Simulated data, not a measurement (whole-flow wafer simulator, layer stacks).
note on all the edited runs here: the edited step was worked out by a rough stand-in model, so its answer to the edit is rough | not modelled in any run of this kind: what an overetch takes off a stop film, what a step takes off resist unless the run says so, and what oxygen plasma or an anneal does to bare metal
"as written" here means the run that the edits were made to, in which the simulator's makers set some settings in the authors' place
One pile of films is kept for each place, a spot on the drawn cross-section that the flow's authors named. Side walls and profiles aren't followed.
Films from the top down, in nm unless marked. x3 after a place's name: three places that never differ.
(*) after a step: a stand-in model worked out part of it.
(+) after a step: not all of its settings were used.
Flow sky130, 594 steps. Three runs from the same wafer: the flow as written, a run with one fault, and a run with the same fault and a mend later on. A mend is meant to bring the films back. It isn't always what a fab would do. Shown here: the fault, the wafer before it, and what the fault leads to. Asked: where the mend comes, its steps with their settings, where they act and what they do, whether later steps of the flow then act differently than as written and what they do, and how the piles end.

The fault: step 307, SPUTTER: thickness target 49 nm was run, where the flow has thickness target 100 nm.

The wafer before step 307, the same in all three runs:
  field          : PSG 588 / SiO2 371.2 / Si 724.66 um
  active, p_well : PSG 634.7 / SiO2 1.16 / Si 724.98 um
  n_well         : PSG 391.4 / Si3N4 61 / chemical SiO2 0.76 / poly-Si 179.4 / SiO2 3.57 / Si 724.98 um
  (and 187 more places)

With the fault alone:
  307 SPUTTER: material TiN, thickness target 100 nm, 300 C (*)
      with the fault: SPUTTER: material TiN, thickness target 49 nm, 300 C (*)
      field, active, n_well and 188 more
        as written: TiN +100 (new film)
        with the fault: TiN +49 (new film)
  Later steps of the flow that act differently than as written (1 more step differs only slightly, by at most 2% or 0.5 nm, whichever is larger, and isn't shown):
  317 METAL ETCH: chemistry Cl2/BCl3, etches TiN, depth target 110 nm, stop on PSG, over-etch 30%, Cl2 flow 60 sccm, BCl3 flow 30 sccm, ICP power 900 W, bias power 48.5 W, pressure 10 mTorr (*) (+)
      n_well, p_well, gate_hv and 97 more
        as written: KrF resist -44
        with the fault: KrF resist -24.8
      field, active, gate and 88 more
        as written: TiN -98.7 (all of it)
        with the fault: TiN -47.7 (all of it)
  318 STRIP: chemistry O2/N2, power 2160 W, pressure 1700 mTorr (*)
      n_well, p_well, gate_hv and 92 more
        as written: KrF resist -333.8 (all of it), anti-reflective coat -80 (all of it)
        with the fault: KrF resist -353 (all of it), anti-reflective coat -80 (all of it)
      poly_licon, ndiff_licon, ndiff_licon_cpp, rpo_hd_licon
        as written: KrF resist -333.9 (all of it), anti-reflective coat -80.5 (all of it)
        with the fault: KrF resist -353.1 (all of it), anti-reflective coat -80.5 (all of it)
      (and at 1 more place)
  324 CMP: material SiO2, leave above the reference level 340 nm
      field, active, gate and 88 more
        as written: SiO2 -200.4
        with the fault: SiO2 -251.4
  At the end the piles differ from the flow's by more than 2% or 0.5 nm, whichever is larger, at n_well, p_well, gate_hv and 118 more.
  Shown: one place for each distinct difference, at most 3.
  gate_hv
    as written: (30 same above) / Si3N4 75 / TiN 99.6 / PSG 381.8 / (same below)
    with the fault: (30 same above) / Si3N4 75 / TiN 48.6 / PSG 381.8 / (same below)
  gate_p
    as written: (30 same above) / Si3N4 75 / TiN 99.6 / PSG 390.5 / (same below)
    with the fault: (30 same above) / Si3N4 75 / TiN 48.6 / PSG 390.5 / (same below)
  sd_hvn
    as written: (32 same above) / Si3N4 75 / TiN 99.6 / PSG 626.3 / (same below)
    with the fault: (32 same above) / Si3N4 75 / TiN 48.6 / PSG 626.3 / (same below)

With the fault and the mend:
  The mend comes after step 307.
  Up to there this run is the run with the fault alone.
  307a SPUTTER: material TiN, thickness target 51 nm, 300 C (*) (the flow's step 307 once more, with other settings)
      field, active, n_well and 188 more
        TiN +51
  No later step of the flow acts differently than as written, at any place that is followed, by more than 2% or 0.5 nm, whichever is larger.
  At the end the piles are the same as the flow's at every place that both follow.
